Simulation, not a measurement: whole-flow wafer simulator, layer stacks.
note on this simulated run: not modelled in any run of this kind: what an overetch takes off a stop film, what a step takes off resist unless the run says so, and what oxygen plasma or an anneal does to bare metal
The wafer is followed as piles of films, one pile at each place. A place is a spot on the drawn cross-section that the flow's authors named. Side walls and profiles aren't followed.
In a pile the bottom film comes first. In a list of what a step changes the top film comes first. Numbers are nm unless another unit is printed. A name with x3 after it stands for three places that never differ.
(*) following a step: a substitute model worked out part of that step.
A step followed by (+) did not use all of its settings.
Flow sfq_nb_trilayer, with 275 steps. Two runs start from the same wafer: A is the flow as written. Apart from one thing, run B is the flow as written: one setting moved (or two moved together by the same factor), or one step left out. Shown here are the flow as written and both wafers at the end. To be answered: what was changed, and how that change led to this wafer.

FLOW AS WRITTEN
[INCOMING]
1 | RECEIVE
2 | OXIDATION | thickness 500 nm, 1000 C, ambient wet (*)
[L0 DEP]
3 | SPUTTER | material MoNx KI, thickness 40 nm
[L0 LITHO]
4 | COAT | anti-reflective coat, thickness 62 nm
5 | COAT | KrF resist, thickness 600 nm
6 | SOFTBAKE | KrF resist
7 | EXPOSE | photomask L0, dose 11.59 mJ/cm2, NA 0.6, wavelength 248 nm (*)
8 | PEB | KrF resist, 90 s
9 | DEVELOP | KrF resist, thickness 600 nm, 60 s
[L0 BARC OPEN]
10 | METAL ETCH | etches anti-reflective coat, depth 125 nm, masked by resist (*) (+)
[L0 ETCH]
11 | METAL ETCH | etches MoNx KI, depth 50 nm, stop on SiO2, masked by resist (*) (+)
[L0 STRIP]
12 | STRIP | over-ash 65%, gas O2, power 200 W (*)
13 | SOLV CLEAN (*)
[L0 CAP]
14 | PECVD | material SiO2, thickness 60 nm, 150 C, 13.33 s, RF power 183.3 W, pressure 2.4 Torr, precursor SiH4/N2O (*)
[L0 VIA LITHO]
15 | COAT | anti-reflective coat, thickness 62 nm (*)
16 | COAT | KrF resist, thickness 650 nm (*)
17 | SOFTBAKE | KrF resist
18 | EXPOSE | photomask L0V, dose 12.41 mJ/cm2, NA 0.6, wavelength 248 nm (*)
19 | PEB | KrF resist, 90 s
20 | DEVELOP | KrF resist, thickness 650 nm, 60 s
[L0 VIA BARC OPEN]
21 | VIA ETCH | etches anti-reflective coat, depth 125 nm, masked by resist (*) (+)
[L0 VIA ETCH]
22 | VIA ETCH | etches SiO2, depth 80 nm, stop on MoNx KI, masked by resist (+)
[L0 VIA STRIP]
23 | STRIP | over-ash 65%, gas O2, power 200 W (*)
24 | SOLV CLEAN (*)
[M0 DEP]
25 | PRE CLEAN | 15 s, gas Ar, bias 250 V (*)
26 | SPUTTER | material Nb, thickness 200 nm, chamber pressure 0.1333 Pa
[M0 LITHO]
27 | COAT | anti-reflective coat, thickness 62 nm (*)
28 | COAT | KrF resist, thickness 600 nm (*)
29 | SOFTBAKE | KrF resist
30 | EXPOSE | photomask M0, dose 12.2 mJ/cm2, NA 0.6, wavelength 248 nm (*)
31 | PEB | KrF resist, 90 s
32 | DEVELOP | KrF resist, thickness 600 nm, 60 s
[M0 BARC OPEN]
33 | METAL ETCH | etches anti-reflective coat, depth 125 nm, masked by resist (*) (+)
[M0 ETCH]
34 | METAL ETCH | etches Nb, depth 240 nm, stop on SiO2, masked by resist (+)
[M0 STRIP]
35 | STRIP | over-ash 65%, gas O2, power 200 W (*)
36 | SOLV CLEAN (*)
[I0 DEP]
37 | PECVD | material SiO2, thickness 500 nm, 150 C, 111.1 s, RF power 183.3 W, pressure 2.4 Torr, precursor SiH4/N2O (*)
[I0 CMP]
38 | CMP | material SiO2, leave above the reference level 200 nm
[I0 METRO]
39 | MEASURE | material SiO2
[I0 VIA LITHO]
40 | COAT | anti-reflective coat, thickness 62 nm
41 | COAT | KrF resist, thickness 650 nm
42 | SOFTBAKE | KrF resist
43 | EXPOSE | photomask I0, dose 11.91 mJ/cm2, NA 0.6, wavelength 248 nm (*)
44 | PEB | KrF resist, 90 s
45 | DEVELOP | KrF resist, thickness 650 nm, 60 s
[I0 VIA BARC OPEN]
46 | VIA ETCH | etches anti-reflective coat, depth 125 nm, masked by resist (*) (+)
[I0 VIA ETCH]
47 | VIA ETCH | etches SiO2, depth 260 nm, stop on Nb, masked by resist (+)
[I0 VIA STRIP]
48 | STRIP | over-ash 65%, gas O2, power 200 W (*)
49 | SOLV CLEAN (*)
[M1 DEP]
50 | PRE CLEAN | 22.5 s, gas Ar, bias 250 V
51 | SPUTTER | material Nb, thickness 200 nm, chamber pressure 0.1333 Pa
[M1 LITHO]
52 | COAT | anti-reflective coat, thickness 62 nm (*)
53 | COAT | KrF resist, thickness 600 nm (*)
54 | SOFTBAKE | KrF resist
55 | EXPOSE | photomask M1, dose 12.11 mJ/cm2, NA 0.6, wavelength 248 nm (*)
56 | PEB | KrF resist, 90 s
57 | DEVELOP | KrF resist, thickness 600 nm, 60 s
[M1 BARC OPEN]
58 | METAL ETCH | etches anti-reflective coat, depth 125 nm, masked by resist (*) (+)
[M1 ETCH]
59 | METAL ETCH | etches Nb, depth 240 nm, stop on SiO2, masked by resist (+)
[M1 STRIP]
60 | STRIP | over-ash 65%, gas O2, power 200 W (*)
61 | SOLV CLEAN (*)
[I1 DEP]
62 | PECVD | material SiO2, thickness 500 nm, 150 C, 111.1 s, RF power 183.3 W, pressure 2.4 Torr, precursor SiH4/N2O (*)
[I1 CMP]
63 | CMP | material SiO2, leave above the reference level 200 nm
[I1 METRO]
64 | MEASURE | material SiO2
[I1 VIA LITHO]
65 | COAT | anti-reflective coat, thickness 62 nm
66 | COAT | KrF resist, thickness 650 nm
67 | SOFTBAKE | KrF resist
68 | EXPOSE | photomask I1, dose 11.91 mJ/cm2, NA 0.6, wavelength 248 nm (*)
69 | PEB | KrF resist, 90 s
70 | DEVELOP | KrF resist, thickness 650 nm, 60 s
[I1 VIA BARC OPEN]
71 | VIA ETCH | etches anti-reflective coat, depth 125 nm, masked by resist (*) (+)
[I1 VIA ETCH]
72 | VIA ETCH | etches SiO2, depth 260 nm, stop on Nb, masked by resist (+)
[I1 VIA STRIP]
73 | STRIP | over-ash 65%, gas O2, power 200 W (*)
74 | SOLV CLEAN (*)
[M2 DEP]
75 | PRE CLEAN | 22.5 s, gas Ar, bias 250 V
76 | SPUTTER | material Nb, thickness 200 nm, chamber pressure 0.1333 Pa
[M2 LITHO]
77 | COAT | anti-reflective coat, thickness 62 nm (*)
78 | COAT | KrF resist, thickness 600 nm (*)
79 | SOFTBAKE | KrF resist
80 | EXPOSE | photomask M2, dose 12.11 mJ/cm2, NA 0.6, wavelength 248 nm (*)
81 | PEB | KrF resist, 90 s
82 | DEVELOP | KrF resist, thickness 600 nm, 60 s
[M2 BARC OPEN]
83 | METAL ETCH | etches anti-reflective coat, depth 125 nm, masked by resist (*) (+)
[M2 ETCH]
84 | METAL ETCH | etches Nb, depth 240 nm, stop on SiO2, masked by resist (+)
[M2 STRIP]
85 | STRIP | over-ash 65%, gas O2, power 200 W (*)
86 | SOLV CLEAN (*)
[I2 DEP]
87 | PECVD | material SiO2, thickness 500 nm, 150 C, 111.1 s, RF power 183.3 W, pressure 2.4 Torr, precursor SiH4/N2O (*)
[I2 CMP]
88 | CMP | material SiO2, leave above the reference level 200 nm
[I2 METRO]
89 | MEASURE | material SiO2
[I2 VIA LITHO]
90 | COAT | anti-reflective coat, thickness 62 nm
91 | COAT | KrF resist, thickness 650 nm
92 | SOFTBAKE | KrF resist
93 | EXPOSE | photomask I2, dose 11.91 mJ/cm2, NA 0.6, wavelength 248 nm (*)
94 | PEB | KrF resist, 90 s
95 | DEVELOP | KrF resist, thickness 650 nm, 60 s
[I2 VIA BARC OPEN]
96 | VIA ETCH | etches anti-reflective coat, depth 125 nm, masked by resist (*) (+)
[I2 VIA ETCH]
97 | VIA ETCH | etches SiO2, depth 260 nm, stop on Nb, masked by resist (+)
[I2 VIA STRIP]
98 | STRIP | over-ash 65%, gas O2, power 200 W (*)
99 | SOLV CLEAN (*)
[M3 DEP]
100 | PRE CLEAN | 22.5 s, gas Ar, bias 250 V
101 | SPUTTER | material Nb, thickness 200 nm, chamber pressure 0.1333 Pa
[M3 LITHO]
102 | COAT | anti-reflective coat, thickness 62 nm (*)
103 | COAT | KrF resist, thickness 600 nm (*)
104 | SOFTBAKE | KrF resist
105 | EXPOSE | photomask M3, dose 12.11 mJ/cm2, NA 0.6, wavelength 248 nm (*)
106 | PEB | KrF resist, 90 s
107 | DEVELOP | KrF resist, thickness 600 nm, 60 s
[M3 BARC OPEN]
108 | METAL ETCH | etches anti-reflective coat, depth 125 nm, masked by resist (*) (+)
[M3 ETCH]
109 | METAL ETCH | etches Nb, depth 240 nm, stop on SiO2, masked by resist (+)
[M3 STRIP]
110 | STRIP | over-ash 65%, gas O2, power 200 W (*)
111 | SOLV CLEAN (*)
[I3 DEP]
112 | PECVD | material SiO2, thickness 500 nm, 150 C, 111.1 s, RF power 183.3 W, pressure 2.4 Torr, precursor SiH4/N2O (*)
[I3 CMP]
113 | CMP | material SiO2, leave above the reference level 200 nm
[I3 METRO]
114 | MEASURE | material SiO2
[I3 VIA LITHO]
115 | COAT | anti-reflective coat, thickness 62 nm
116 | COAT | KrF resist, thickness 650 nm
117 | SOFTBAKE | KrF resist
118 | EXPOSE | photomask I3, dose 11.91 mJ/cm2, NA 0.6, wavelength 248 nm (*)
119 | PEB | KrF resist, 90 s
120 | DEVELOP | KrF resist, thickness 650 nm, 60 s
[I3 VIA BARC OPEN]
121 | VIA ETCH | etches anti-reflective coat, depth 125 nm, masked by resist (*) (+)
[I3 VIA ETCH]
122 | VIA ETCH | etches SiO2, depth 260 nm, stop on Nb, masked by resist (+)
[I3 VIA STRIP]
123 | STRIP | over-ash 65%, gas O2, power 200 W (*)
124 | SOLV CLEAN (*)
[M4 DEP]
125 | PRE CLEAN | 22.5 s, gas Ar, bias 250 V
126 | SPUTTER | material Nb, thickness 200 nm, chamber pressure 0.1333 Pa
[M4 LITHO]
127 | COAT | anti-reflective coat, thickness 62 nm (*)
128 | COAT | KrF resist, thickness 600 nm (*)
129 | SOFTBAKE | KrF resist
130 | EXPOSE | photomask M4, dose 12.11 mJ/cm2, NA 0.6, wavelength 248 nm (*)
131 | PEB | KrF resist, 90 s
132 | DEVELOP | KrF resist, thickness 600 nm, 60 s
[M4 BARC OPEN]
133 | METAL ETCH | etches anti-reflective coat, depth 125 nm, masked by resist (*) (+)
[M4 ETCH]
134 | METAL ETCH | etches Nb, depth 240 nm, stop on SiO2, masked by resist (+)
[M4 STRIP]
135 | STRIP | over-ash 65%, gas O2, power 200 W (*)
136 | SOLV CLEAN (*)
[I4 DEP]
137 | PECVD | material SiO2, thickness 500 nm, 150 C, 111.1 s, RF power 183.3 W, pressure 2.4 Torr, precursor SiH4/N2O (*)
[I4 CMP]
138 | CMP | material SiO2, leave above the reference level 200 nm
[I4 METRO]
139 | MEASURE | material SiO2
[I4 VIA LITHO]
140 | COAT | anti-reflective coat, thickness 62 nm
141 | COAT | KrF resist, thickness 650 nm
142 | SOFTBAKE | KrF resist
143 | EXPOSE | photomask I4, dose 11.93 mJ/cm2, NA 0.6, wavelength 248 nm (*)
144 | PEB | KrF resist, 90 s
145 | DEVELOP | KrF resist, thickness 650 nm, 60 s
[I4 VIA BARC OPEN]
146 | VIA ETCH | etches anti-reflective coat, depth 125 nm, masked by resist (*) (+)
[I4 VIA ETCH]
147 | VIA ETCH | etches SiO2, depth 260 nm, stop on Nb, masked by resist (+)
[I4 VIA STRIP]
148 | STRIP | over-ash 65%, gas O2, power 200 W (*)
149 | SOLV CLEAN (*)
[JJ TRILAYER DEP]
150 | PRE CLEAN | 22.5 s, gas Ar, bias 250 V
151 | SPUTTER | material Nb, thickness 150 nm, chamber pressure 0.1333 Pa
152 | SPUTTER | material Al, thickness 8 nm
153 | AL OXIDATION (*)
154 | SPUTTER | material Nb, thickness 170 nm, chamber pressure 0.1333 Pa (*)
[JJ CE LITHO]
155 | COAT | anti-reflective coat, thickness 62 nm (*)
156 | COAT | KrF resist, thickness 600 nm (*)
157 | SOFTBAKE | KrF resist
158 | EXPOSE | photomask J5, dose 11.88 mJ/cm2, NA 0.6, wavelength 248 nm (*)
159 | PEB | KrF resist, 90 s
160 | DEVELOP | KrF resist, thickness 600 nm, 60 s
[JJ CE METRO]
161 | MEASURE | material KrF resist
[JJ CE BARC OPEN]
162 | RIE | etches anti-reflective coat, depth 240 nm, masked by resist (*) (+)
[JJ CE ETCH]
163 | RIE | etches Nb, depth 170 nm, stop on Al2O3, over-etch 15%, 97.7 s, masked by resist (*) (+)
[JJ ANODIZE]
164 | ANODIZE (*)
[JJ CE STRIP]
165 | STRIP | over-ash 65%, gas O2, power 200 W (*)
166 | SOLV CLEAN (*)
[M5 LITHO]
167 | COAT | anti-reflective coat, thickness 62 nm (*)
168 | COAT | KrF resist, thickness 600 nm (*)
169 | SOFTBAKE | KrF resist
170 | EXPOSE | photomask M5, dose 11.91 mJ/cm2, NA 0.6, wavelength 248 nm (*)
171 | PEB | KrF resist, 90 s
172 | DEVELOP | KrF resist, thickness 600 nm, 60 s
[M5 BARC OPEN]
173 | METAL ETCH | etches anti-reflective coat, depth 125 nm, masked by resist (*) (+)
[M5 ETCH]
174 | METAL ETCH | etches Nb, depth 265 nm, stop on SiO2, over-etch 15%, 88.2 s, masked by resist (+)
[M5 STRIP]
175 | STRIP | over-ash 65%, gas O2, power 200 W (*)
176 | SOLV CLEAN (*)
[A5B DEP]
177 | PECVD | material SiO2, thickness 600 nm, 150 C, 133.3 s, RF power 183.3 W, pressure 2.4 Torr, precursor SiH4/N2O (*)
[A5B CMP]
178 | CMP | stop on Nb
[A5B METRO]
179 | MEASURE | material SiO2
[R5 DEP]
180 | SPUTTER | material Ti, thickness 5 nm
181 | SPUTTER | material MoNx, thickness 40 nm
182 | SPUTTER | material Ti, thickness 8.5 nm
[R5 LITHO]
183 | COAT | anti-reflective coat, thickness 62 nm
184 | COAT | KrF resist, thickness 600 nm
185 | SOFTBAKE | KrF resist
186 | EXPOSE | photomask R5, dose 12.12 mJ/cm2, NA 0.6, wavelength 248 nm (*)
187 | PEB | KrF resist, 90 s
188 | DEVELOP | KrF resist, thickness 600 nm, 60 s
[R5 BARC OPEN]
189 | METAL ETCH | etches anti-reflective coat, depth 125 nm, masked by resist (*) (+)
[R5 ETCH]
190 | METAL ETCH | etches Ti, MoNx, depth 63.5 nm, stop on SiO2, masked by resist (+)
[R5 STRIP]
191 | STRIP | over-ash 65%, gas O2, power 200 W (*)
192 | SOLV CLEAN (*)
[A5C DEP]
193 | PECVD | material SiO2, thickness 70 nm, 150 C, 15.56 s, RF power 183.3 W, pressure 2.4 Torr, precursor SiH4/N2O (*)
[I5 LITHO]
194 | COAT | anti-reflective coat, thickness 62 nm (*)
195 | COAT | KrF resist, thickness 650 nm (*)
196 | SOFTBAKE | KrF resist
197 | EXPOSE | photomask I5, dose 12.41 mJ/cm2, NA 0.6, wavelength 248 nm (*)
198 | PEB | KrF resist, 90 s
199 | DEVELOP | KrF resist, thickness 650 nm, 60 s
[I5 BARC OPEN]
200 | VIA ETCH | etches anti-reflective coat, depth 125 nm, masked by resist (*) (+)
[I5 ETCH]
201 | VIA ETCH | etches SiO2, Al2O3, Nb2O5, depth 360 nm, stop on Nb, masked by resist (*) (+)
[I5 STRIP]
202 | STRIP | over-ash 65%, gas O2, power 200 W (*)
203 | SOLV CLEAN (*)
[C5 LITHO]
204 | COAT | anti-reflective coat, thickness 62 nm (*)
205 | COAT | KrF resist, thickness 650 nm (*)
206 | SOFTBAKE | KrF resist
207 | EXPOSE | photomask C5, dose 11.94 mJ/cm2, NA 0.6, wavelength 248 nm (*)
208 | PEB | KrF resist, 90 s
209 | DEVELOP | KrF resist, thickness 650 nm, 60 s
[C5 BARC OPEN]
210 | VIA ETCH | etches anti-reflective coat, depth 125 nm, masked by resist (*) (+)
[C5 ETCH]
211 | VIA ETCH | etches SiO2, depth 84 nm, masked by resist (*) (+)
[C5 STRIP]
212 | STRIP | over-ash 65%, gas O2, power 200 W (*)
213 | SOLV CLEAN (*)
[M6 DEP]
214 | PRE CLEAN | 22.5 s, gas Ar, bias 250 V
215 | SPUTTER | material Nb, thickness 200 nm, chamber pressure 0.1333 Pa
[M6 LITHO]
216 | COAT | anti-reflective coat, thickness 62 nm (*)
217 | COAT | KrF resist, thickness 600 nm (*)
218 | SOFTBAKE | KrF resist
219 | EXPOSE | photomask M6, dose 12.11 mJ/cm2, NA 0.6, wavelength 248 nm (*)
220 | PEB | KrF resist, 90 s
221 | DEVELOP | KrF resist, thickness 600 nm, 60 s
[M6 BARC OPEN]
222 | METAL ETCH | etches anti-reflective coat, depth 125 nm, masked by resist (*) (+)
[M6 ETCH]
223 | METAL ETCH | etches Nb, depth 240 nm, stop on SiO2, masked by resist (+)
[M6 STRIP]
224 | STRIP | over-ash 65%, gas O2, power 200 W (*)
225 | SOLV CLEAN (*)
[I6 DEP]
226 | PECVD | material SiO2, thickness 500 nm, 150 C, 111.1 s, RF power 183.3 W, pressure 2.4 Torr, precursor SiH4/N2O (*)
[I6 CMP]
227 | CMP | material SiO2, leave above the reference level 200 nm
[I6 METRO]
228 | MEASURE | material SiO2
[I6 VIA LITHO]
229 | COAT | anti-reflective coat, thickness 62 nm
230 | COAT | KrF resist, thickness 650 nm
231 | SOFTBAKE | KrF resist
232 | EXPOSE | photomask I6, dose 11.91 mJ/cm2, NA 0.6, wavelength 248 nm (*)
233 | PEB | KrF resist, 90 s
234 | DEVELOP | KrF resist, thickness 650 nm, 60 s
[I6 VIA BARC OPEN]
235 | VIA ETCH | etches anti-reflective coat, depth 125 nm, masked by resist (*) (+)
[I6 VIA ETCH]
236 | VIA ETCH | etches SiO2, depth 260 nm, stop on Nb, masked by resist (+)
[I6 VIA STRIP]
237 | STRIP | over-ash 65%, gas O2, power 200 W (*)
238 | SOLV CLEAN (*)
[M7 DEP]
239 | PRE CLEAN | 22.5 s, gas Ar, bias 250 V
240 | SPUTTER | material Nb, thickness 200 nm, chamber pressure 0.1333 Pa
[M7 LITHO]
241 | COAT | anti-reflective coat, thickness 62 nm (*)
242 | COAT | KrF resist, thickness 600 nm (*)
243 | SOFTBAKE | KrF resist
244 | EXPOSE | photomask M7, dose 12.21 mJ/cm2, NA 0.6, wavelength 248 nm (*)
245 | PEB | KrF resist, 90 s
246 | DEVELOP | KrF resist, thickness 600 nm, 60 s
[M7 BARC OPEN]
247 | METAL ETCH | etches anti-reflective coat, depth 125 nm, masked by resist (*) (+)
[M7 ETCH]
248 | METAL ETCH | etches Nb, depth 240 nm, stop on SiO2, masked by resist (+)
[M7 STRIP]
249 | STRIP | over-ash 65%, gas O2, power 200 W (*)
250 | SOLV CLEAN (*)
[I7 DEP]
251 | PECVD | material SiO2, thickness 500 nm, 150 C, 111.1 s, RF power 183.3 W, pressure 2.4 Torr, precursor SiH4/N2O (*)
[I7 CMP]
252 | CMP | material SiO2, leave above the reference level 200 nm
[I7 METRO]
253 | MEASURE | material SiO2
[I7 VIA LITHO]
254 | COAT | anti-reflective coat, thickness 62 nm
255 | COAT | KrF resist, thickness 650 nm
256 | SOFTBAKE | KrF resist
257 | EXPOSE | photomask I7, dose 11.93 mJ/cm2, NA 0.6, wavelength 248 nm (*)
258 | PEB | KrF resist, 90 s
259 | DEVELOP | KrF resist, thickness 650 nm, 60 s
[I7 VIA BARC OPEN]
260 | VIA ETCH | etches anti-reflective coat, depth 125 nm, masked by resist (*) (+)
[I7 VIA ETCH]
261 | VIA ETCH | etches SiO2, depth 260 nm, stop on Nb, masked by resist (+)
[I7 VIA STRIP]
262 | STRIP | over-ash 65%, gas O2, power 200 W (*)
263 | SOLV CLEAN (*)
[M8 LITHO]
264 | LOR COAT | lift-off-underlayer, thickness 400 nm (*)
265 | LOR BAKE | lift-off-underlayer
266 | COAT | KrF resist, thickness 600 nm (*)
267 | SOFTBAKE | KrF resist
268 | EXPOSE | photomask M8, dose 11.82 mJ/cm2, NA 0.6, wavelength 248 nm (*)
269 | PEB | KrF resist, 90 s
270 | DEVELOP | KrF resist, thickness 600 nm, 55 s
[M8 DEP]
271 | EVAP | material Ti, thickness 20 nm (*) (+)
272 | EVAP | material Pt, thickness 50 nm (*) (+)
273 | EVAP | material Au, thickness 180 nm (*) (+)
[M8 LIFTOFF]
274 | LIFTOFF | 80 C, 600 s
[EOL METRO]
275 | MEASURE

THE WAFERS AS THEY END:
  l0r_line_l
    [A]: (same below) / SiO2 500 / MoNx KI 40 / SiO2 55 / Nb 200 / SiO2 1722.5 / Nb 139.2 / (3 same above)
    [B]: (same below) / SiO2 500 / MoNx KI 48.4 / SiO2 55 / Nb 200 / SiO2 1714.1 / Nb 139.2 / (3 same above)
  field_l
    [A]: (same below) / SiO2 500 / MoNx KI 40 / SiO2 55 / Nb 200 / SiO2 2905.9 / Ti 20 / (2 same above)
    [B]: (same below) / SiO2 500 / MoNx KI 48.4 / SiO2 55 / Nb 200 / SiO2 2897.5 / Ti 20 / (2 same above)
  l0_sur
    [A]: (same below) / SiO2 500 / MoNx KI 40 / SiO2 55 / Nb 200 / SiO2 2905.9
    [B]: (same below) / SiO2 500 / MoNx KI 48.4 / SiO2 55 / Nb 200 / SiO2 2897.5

Cause: step 3, SPUTTER: thickness 48.4 nm was run, whereas the flow has thickness 40 nm.
The wafer itself shows it: l0r_line_l has MoNx KI 48.4, and step 3 as written asks for 40 nm.

The path from the change to this, step by step:
  3 | SPUTTER | material MoNx KI, thickness 40 nm
      field_l, v_sur, via_wl and 103 more: A MoNx KI gains 40 (new film) | B MoNx KI gains 48.4 (new film)
  11 | METAL ETCH | etches MoNx KI, depth 50 nm, stop on SiO2, masked by resist (*) (+)
      v_sur, via_wl, via_w and 97 more: A MoNx KI loses 40 (all of it) | B MoNx KI loses 48.4 (all of it)
  15 | COAT | anti-reflective coat, thickness 62 nm (*)
      v_sur: A anti-reflective coat gains 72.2 (new film) | B anti-reflective coat gains 74.5 (new film)
      l0_sur: A anti-reflective coat gains 54.2 (new film) | B anti-reflective coat gains 53 (new film)
      (also at 1 further place)
  23 | STRIP | over-ash 65%, gas O2, power 200 W (*)
      v_sur: A KrF resist loses 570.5 (all of it), anti-reflective coat loses 72.2 (all of it) | B KrF resist loses 572.6 (all of it), anti-reflective coat loses 74.5 (all of it)
      l0_sur: A KrF resist loses 552.8 (all of it), anti-reflective coat loses 54.2 (all of it) | B KrF resist loses 551 (all of it), anti-reflective coat loses 53 (all of it)
      (also at 1 further place)
  27 | COAT | anti-reflective coat, thickness 62 nm (*)
      v_sur: A anti-reflective coat gains 72.3 (new film) | B anti-reflective coat gains 74.7 (new film)
      l0r_space_c: A anti-reflective coat gains 78 (new film) | B anti-reflective coat gains 81.4 (new film)
  35 | STRIP | over-ash 65%, gas O2, power 200 W (*)
      v_sur: A KrF resist loses 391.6 (all of it), anti-reflective coat loses 72.3 (all of it) | B KrF resist loses 393.5 (all of it), anti-reflective coat loses 74.7 (all of it)
      l0r_space_c: A KrF resist loses 397.6 (all of it), anti-reflective coat loses 78 (all of it) | B KrF resist loses 400.8 (all of it), anti-reflective coat loses 81.4 (all of it)
  38 | CMP | material SiO2, leave above the reference level 200 nm
      field_l, l0_sur, l0r_line_l, l0r_line_c, l0r_line_r: A SiO2 loses 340 | B SiO2 loses 348.4
      l0v: A SiO2 loses 277.8 | B SiO2 loses 286.2
